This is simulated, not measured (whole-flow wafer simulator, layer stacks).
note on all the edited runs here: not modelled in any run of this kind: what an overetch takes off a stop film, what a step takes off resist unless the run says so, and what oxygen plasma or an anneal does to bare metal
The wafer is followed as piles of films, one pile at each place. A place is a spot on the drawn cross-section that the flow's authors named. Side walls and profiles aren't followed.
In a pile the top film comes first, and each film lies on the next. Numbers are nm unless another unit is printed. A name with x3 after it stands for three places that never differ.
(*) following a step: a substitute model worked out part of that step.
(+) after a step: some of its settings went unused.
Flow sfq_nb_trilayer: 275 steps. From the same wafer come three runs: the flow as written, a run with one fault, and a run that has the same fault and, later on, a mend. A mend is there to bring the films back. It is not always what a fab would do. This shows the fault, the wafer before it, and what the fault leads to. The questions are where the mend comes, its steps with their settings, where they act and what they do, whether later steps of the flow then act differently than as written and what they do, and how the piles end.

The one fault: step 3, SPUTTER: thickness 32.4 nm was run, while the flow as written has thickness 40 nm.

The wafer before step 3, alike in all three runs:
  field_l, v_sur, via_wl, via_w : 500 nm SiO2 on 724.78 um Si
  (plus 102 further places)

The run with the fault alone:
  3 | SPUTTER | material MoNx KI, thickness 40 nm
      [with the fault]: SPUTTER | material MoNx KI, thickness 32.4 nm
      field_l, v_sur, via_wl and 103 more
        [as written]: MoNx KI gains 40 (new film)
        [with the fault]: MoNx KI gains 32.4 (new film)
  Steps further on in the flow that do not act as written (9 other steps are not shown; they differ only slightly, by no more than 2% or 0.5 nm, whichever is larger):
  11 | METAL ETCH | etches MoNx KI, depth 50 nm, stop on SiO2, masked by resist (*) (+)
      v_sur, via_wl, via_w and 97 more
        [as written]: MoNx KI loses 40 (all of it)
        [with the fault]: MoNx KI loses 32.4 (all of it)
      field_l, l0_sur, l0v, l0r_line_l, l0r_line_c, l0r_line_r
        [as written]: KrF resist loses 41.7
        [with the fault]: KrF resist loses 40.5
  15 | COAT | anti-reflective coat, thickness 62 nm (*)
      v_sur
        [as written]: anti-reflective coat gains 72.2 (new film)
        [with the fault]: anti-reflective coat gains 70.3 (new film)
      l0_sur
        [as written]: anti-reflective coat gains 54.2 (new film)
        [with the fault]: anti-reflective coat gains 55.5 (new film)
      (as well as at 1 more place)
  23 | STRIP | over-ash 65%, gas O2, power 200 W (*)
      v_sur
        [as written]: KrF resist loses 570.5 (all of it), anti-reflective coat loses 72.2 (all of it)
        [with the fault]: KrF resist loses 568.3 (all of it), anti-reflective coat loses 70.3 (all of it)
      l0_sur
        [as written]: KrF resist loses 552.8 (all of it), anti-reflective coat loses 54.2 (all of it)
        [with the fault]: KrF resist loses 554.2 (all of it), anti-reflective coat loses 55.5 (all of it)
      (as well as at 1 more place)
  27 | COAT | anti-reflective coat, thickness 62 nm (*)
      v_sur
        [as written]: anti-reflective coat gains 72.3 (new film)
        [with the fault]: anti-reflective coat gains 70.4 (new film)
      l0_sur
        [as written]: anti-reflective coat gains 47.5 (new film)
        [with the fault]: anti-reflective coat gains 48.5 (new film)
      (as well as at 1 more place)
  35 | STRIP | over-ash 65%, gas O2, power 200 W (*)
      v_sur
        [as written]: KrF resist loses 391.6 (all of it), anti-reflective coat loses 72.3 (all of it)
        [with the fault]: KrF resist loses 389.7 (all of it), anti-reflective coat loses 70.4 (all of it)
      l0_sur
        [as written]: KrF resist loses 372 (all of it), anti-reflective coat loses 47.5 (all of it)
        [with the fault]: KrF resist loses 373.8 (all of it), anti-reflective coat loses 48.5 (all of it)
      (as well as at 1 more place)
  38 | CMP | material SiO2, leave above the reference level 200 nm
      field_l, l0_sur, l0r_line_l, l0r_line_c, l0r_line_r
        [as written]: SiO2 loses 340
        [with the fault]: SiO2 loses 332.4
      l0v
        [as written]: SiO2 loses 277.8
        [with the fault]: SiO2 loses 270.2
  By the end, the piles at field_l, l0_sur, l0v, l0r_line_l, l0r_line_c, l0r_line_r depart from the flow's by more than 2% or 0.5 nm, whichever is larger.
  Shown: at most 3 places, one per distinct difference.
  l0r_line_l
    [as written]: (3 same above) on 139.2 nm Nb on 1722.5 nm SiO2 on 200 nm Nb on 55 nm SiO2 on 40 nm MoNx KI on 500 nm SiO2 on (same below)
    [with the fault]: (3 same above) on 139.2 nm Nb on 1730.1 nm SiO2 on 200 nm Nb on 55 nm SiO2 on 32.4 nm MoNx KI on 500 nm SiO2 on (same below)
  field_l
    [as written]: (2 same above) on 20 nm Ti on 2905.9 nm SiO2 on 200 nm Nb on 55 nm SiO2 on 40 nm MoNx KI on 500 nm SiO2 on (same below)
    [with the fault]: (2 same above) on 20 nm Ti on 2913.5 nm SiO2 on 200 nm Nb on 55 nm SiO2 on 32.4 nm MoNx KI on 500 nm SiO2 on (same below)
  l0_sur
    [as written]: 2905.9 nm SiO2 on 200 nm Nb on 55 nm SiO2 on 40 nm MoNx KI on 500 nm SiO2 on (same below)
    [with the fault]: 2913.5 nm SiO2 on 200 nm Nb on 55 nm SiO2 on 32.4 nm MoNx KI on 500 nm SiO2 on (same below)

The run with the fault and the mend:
  The mend stands after step 3.
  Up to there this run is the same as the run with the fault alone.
  3a | SPUTTER | material MoNx KI, thickness 7.6 nm (a further turn of the flow's step 3, with different settings)
      field_l, v_sur, via_wl and 103 more
        MoNx KI gains 7.6
  Later steps of the flow that are run all act as written at every place that is followed.
  The piles end the same as the flow's at every place that both follow.
